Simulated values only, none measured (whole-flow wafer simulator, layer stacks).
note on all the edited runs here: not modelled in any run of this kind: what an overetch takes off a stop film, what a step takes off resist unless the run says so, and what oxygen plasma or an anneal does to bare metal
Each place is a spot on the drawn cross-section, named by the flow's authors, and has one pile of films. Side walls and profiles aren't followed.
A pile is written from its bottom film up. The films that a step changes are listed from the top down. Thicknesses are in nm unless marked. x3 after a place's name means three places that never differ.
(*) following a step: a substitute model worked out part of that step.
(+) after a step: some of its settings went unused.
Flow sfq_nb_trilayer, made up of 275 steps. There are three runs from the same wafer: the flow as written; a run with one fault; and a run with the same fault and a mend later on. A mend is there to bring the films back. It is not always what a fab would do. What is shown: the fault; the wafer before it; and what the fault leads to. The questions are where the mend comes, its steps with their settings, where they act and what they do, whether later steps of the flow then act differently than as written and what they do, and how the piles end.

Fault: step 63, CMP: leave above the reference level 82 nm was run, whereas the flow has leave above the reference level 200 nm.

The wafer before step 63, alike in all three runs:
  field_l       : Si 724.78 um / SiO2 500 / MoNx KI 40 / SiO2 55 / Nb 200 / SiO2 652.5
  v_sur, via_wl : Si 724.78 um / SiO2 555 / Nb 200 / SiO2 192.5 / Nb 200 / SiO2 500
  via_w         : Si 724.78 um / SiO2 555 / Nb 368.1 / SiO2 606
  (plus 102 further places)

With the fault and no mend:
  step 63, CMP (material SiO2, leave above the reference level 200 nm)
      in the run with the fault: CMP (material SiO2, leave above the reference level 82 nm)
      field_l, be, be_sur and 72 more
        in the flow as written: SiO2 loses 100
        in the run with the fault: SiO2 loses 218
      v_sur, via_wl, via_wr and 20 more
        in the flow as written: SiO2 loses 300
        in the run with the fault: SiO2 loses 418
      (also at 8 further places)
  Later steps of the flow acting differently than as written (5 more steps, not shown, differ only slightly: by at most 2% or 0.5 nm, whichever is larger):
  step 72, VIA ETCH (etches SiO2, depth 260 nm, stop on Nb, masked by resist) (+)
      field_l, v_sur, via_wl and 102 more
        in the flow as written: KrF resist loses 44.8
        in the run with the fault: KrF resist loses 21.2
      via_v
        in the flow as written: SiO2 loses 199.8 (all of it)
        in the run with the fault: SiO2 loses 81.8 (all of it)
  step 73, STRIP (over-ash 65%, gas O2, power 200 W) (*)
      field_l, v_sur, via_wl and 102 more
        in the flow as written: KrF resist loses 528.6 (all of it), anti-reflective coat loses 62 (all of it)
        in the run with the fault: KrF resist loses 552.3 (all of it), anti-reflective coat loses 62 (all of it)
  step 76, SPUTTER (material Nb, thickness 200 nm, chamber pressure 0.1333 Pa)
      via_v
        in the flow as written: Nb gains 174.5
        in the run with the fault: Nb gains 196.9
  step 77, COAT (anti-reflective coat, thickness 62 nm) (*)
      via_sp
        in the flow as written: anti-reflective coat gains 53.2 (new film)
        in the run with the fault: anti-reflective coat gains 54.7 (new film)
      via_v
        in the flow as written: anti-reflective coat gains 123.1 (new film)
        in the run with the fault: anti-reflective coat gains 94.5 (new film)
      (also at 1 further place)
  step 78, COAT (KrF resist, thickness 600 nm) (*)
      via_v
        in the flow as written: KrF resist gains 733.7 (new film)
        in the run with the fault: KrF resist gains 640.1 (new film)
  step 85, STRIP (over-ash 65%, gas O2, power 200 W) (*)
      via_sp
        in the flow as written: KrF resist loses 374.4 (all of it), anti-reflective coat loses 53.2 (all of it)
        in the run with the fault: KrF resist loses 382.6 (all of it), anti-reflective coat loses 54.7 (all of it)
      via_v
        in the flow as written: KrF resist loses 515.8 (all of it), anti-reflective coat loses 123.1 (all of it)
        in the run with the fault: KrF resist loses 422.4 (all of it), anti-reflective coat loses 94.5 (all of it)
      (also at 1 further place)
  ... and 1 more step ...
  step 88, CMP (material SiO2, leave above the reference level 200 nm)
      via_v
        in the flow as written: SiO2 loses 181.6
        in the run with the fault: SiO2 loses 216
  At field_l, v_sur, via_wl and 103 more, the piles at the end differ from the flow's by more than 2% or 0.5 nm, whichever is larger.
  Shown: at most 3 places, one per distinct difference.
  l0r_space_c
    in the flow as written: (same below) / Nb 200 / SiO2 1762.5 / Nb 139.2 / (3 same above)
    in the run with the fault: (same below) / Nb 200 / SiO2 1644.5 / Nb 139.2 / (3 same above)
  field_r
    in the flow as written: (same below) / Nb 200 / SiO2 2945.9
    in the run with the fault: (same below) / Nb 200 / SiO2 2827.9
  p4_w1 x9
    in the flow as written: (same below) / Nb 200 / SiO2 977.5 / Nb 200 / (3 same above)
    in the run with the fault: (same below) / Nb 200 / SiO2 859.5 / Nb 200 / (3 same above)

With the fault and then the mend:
  After step 70 comes the mend.
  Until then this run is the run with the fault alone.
  step 70a, STRIP (over-ash 65%, gas O2, power 200 W) (*)
      field_l, v_sur, via_wl and 102 more
        KrF resist loses 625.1 (all of it), anti-reflective coat loses 62 (all of it)
      via_v
        anti-reflective coat loses 62 (all of it)
  step 70b, PECVD (material SiO2, thickness 118 nm, 150 C, 26.22 s, RF power 183.3 W, pressure 2.4 Torr, precursor SiH4/N2O) (a further turn of the flow's step 62, with different settings)
      field_l, v_sur, via_wl and 103 more
        SiO2 gains 118
  step 70c, COAT (anti-reflective coat, thickness 62 nm) (a further turn of the flow's step 65)
      field_l, v_sur, via_wl and 103 more
        anti-reflective coat gains 62 (new film)
  step 70d, COAT (KrF resist, thickness 650 nm) (a further turn of the flow's step 66)
      field_l, v_sur, via_wl and 103 more
        KrF resist gains 650 (new film)
  step 70e, SOFTBAKE (KrF resist) (a further turn of the flow's step 67)
      alters no film at any place that is followed
  step 70f, EXPOSE (photomask I1, dose 11.91 mJ/cm2, NA 0.6, wavelength 248 nm) (*) (a further turn of the flow's step 68)
      alters no film at any place that is followed
  step 70g, PEB (KrF resist, 90 s) (a further turn of the flow's step 69)
      field_l, v_sur, via_wl and 103 more
        KrF resist loses 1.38
  step 70h, DEVELOP (KrF resist, thickness 650 nm, 60 s) (a further turn of the flow's step 70)
      field_l, v_sur, via_wl and 102 more
        KrF resist loses 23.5
      via_v
        KrF resist loses 648.6 (all of it)
  Later steps of the flow that are run all act as written at every place that is followed, up to a difference of at most 2% or 0.5 nm, whichever is larger.
  At every place that both follow, the piles at the end match the flow's.
